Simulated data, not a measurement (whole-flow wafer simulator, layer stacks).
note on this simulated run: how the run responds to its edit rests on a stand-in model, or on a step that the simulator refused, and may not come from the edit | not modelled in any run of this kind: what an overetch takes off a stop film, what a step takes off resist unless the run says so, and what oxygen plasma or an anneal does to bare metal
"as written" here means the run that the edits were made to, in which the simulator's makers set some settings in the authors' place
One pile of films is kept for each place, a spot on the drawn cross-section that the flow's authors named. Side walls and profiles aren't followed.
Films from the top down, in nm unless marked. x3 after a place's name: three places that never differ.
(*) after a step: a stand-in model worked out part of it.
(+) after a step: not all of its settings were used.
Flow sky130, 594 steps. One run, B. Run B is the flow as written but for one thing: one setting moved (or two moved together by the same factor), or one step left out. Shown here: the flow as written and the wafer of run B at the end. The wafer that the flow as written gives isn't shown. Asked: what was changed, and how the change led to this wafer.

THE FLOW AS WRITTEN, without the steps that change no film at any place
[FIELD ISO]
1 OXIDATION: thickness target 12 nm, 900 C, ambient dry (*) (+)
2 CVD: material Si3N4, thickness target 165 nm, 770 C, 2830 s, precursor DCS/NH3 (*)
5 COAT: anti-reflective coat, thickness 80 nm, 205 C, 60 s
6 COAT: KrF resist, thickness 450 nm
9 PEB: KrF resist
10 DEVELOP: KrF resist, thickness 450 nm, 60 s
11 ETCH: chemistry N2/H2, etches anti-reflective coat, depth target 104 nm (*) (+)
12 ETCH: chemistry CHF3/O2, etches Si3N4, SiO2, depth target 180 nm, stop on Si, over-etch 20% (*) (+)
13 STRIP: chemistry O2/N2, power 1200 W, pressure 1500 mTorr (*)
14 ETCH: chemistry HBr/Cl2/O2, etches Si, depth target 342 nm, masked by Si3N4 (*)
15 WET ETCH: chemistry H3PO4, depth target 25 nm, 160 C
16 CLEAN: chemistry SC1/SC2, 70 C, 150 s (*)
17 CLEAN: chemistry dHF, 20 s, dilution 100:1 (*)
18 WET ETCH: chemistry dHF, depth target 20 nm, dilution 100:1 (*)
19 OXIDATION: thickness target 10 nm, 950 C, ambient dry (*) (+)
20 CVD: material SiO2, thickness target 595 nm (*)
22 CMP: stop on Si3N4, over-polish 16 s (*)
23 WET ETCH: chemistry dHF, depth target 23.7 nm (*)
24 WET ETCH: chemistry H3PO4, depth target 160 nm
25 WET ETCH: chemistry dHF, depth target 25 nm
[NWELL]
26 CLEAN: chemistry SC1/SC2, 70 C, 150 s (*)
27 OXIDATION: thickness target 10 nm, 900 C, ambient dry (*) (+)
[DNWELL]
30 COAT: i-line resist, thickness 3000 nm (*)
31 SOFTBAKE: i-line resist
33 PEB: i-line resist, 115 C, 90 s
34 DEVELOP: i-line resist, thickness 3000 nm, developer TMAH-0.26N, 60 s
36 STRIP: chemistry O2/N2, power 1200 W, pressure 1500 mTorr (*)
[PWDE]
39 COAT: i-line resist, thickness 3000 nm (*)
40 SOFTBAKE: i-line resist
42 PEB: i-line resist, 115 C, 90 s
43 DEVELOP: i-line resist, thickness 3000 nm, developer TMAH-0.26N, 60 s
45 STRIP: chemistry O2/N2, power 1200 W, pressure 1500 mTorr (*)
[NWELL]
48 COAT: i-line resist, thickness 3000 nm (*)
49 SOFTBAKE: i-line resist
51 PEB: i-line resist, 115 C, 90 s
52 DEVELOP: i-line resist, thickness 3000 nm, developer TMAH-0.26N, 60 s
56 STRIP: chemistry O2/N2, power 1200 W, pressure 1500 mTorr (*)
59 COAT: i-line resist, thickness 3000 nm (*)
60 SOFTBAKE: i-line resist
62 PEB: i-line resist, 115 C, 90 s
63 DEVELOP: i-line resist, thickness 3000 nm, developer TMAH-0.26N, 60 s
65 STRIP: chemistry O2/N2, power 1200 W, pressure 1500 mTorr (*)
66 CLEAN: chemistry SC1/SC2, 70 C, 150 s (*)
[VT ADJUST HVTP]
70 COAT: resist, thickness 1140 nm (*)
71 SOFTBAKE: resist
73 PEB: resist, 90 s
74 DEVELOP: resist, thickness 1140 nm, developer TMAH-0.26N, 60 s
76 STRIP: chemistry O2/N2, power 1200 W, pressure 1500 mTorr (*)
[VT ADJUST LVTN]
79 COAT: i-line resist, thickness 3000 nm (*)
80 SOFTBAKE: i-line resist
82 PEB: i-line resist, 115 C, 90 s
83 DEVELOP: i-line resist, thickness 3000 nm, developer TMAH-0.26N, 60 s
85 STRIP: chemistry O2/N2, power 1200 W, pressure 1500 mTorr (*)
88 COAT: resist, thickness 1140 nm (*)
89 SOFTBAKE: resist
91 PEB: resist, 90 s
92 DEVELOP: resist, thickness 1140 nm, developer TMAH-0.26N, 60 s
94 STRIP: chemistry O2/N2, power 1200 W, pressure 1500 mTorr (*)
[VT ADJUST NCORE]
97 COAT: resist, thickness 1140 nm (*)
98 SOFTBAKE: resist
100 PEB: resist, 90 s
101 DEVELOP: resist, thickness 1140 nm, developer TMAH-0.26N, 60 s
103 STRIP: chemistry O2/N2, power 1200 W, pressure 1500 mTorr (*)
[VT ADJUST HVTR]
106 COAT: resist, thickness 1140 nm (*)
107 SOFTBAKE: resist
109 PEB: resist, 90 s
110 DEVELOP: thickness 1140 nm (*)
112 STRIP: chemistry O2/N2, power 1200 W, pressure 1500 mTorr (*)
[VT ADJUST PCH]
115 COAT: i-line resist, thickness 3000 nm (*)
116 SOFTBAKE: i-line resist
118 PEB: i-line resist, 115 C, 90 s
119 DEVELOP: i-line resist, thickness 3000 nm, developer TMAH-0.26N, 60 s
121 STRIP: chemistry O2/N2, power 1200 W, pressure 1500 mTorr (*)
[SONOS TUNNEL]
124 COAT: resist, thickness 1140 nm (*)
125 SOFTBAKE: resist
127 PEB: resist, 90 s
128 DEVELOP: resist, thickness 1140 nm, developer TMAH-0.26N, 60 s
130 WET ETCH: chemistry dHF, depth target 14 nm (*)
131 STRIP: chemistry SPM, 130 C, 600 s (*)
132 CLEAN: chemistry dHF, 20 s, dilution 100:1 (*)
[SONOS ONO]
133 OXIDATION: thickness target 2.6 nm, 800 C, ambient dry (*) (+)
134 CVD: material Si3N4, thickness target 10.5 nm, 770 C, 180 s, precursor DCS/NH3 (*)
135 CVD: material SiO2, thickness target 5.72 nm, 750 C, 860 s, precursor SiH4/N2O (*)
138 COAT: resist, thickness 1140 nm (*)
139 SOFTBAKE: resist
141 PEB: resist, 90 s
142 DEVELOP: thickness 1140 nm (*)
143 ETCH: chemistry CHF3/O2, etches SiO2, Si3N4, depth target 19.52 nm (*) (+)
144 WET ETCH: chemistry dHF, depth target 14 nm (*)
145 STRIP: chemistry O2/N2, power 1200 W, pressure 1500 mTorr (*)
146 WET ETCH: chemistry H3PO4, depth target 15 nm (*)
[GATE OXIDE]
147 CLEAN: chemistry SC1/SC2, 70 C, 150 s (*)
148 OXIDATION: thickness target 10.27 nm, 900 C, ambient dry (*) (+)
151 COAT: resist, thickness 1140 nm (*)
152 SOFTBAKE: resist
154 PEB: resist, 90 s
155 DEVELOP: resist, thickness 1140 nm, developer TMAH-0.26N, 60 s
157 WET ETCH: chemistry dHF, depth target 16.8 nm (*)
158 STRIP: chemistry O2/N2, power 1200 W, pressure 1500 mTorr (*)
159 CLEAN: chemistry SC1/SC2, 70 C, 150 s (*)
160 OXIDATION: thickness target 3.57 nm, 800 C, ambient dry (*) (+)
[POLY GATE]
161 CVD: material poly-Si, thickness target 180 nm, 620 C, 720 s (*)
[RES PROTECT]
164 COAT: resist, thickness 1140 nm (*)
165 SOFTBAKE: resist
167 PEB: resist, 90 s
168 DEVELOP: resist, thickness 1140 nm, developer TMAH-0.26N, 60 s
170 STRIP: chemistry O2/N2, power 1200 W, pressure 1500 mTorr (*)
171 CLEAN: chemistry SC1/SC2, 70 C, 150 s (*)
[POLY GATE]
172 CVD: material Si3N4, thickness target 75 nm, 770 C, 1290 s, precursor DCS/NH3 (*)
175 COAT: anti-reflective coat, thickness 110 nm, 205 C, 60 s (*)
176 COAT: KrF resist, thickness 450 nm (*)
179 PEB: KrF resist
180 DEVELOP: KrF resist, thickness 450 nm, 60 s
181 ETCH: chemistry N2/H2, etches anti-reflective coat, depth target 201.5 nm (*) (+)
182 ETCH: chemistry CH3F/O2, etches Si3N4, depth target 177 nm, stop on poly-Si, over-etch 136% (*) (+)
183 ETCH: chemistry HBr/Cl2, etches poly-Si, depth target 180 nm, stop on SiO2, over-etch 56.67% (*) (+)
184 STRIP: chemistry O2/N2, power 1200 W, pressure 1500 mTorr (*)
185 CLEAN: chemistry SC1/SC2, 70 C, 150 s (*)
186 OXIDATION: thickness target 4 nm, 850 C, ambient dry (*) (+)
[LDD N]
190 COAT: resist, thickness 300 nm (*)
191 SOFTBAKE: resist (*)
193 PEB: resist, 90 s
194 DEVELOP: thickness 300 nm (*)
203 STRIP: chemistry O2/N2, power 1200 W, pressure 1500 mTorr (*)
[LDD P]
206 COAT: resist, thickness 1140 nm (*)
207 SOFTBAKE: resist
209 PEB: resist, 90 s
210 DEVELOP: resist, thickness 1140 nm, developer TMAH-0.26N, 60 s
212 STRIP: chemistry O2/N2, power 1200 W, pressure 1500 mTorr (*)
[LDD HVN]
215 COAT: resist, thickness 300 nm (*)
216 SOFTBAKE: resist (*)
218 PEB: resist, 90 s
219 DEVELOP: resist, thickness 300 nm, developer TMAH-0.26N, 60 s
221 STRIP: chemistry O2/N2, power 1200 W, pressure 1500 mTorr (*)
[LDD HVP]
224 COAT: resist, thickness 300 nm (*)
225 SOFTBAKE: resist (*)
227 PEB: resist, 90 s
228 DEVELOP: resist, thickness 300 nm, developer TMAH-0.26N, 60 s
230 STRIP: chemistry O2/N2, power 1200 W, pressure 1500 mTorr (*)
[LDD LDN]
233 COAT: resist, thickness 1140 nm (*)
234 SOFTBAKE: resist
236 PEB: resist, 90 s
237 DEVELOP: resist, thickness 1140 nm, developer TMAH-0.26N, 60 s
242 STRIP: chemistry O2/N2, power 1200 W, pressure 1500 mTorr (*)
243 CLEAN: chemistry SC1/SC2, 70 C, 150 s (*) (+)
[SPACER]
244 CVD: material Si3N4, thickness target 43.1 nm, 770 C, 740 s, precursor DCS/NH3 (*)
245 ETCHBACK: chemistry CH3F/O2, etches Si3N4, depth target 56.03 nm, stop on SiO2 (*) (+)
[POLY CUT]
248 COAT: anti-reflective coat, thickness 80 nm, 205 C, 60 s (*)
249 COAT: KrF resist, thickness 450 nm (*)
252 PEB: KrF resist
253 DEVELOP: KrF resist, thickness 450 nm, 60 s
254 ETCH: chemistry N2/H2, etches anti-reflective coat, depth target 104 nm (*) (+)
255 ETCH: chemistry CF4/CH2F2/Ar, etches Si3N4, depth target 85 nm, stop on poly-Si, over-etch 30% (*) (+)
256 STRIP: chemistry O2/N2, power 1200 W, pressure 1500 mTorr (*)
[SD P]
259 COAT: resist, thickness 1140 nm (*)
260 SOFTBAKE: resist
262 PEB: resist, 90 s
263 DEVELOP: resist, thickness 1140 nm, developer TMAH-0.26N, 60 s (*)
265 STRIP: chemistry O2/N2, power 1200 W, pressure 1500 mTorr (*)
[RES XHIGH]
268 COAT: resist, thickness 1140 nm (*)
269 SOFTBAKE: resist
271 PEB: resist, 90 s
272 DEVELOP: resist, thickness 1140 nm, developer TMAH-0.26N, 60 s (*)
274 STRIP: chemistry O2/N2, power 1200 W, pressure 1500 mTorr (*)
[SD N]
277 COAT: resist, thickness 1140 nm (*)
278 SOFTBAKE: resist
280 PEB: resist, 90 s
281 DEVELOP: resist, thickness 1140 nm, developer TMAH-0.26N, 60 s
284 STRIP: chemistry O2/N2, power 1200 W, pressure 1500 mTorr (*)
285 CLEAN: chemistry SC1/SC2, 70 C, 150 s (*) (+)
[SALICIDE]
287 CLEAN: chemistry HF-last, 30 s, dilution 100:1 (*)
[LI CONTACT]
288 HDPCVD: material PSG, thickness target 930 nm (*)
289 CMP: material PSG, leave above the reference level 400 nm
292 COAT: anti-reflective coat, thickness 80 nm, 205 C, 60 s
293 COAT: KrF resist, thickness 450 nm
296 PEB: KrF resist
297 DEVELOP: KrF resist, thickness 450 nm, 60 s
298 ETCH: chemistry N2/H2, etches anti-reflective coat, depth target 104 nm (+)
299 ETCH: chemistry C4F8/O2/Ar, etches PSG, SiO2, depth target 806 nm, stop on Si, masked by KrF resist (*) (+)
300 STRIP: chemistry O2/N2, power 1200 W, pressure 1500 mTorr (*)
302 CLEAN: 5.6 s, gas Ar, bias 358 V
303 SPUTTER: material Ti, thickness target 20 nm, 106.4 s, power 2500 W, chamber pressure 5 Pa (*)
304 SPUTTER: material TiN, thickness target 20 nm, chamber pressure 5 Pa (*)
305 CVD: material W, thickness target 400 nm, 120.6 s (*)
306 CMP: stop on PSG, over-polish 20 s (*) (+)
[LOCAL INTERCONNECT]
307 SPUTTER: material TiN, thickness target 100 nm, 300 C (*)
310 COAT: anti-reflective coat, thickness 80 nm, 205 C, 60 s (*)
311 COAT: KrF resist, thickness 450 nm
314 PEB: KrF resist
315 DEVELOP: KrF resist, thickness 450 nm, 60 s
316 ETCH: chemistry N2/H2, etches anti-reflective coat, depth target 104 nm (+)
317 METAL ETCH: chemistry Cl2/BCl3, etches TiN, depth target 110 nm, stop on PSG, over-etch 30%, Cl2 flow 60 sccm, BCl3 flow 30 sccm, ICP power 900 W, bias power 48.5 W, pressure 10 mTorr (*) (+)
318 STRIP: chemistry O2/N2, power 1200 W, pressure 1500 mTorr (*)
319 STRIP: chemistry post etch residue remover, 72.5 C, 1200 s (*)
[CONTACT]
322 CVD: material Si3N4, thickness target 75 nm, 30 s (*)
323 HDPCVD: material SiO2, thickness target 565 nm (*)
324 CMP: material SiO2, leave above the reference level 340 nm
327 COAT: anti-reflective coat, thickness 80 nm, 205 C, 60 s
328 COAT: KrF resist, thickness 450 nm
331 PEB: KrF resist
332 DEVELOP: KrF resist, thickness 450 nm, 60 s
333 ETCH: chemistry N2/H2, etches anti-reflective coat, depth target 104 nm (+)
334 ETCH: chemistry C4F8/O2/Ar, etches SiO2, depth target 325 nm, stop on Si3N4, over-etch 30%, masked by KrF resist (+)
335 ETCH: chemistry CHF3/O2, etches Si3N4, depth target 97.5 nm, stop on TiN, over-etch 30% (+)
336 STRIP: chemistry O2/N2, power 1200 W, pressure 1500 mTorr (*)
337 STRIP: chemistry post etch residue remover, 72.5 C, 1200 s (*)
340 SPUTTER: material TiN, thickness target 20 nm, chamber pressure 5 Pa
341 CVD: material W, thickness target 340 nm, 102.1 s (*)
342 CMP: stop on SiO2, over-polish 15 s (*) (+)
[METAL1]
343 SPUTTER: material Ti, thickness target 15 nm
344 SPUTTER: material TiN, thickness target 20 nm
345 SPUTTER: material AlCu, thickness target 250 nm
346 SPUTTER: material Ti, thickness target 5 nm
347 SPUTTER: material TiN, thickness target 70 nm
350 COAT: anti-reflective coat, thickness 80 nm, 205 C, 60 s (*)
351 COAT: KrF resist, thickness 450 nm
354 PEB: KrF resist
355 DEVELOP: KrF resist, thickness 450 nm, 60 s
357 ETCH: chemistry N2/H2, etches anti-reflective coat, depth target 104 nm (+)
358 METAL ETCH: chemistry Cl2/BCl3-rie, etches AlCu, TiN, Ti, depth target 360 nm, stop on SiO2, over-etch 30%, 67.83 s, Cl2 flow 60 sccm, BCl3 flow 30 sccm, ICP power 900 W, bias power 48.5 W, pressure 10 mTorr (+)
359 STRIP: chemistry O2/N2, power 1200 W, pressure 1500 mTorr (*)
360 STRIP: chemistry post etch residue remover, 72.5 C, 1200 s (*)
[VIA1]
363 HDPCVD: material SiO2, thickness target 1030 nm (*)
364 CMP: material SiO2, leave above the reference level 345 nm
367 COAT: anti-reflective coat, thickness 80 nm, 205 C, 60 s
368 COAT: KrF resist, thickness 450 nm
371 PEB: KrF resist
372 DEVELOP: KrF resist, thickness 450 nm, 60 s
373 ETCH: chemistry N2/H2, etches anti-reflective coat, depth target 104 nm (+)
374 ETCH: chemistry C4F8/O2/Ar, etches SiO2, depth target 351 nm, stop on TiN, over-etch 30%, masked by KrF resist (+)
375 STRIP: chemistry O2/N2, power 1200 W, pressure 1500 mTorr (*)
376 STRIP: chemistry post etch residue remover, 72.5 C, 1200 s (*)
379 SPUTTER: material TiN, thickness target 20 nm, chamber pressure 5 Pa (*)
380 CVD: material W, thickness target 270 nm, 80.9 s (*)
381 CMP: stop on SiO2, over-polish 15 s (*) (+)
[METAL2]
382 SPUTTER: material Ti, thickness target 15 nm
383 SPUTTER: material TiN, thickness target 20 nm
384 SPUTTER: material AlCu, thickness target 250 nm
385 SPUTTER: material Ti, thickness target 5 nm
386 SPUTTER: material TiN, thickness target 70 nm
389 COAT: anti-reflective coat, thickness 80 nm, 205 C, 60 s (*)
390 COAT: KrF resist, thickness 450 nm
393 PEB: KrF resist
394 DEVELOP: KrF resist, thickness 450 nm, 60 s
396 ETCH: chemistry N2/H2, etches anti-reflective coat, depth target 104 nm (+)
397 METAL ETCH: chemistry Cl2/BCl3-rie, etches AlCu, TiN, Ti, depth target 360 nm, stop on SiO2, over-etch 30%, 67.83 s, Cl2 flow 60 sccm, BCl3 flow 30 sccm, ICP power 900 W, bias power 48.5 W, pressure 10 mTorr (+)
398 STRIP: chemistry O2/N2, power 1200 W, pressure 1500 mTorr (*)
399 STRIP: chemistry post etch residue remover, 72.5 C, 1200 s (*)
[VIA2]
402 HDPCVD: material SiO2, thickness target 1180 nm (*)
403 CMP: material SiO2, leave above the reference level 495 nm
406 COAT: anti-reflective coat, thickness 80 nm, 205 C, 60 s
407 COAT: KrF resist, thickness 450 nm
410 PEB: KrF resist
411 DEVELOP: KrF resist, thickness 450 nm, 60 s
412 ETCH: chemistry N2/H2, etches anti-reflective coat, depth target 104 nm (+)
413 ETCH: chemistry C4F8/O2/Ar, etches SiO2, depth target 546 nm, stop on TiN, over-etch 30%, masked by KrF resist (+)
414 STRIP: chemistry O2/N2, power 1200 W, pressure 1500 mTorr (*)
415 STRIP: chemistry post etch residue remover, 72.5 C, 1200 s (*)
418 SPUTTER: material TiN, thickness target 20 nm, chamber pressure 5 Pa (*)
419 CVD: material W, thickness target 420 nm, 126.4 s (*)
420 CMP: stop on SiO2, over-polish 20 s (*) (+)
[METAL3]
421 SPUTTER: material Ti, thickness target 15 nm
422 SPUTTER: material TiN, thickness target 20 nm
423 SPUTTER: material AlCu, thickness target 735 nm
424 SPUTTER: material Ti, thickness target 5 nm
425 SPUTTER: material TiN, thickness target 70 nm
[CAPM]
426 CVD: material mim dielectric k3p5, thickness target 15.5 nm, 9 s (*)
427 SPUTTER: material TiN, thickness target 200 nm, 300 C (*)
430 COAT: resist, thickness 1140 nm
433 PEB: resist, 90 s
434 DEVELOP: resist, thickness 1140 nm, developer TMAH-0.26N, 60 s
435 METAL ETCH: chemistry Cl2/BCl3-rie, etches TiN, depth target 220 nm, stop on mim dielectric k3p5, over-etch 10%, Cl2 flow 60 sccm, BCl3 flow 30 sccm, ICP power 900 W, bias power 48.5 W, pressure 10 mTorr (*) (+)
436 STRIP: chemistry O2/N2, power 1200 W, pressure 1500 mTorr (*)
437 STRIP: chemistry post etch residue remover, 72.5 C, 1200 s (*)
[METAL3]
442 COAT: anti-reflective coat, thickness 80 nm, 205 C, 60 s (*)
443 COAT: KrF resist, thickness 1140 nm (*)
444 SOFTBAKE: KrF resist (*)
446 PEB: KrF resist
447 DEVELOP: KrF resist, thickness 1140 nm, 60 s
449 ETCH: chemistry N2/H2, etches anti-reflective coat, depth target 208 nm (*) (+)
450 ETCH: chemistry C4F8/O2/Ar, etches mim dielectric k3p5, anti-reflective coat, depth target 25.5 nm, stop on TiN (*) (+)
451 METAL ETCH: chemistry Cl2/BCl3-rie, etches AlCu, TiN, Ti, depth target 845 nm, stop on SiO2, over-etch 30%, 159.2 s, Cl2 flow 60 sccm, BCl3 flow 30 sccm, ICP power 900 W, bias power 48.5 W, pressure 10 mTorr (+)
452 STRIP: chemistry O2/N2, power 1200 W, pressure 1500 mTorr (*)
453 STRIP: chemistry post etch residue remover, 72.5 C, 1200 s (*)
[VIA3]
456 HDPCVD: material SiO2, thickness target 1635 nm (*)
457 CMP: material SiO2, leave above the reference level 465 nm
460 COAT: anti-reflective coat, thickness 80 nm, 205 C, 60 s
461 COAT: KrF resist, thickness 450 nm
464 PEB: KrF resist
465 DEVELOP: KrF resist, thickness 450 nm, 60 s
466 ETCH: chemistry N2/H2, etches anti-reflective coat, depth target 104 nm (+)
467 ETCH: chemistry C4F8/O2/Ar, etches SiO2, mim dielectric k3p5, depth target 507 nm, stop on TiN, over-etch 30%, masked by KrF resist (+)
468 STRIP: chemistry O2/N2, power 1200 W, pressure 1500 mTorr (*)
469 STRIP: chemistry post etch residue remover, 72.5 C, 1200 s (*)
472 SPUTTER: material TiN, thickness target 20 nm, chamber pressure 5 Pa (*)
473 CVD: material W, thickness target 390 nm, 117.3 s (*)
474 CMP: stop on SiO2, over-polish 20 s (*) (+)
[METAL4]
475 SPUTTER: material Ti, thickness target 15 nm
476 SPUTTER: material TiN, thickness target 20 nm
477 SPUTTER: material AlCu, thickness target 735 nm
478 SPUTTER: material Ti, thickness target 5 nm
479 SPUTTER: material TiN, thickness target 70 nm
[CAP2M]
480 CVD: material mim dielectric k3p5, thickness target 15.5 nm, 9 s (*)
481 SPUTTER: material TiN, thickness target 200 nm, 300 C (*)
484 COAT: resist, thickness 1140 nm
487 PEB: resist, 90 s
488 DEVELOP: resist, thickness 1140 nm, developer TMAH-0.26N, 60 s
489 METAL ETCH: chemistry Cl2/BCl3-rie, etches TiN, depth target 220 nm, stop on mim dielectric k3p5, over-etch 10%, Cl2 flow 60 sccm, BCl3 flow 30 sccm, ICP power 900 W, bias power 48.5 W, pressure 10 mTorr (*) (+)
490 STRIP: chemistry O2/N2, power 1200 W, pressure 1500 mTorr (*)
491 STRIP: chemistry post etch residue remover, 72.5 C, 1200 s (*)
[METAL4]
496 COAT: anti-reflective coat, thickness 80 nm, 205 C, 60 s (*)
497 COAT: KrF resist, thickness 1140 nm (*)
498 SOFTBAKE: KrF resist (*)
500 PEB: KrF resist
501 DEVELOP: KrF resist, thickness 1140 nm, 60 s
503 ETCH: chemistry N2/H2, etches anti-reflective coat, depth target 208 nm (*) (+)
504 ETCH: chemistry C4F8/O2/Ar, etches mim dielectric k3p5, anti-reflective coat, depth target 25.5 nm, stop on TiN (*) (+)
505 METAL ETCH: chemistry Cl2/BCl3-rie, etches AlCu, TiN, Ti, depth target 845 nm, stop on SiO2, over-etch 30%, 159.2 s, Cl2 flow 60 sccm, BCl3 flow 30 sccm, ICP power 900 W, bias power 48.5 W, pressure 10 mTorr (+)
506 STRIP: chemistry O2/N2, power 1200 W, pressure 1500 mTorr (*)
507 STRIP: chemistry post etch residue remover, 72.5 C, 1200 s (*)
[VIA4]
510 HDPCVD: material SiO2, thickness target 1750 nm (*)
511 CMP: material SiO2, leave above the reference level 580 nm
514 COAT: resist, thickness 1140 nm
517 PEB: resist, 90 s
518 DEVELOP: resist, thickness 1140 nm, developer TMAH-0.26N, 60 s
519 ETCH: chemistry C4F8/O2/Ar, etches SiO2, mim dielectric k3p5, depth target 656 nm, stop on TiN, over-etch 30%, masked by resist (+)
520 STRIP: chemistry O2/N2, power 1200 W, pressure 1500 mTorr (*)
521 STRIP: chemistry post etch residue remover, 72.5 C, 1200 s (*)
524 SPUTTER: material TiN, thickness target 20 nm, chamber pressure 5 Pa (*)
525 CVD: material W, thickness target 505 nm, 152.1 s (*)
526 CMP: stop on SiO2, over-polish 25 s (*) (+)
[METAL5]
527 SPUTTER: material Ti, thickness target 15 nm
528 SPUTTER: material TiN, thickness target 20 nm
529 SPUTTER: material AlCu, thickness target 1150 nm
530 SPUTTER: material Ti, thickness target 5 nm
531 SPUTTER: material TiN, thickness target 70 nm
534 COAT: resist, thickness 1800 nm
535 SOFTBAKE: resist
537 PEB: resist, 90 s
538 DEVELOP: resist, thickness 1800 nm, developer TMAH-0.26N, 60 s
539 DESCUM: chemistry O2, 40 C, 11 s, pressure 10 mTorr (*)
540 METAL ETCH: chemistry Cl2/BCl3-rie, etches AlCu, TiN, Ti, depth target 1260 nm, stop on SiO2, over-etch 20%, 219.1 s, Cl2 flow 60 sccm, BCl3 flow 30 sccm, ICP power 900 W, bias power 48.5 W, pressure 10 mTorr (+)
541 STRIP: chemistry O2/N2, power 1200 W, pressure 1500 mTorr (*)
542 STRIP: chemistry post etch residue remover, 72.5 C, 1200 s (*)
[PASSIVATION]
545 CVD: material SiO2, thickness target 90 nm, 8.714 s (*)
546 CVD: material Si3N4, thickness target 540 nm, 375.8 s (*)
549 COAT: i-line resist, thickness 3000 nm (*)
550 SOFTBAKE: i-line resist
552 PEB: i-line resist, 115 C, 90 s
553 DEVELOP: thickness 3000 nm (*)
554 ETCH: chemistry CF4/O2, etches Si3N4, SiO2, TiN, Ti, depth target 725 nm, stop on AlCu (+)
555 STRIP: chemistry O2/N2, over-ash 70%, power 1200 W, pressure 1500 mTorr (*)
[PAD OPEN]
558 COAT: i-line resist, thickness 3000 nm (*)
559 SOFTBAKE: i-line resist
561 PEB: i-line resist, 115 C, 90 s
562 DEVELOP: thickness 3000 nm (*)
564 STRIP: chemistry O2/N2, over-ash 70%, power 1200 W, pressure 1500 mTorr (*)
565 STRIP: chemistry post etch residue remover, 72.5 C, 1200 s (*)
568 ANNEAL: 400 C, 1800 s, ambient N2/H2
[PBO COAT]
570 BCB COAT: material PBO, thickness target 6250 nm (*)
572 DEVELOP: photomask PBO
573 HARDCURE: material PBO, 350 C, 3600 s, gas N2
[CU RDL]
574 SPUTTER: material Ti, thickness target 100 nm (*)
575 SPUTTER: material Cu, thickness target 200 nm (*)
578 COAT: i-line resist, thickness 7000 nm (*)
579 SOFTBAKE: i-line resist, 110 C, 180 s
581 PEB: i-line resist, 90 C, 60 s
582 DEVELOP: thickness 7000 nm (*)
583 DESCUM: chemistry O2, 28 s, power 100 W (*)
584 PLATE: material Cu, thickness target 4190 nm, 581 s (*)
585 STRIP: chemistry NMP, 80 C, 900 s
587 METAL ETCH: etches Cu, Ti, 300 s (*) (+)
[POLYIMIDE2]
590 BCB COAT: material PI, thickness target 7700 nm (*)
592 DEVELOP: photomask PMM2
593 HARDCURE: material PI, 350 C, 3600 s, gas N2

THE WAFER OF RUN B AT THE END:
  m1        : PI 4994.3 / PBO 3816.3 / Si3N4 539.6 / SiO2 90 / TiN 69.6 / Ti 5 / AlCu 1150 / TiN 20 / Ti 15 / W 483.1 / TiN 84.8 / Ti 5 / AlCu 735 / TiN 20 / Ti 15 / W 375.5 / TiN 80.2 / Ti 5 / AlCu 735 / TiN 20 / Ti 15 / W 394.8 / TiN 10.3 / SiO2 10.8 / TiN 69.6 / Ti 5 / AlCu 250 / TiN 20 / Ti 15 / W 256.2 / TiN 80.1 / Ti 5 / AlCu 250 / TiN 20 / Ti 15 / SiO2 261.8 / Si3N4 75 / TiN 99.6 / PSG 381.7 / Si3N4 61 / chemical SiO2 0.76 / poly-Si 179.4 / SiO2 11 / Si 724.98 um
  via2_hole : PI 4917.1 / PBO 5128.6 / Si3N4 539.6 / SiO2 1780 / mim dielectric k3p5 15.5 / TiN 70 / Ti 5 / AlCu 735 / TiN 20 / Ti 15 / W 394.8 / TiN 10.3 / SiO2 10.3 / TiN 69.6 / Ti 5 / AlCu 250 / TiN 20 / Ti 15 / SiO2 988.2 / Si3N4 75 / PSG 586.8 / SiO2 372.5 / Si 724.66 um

The cause: step 413, ETCH: depth target 409.5 nm was run, where the flow has depth target 546 nm.

How the change led to this, step by step:
  413 ETCH: chemistry C4F8/O2/Ar, etches SiO2, depth target 546 nm, stop on TiN, over-etch 30%, masked by KrF resist (+)
      m1: SiO2 -409.5 (as written it would be: SiO2 -420.3 (all of it))
      via2_hole: SiO2 -409.5 (as written it would be: SiO2 -419.8 (all of it))
      (and at 189 more places)
  414 STRIP: chemistry O2/N2, power 1200 W, pressure 1500 mTorr (*)
      field, active, n_well and 186 more: KrF resist -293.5 (all of it), anti-reflective coat -80 (all of it) (as written it would be: KrF resist -266.2 (all of it), anti-reflective coat -80 (all of it))
  418 SPUTTER: material TiN, thickness target 20 nm, chamber pressure 5 Pa (*)
      m1, via2_hole: TiN +10.3 (new film) (as written it would be: TiN +10.2)
Counting metal films that touch as one body, m1 has 3 bodies (between them, from the top down: SiO2 10.8; SiO2 261.8 / Si3N4 75); the flow as written gives 2 bodies (between them, from the top down: SiO2 261.8 / Si3N4 75).
Counting metal films that touch as one body, via2_hole has 2 bodies (between them, from the top down: SiO2 10.3); the flow as written gives 1 body.
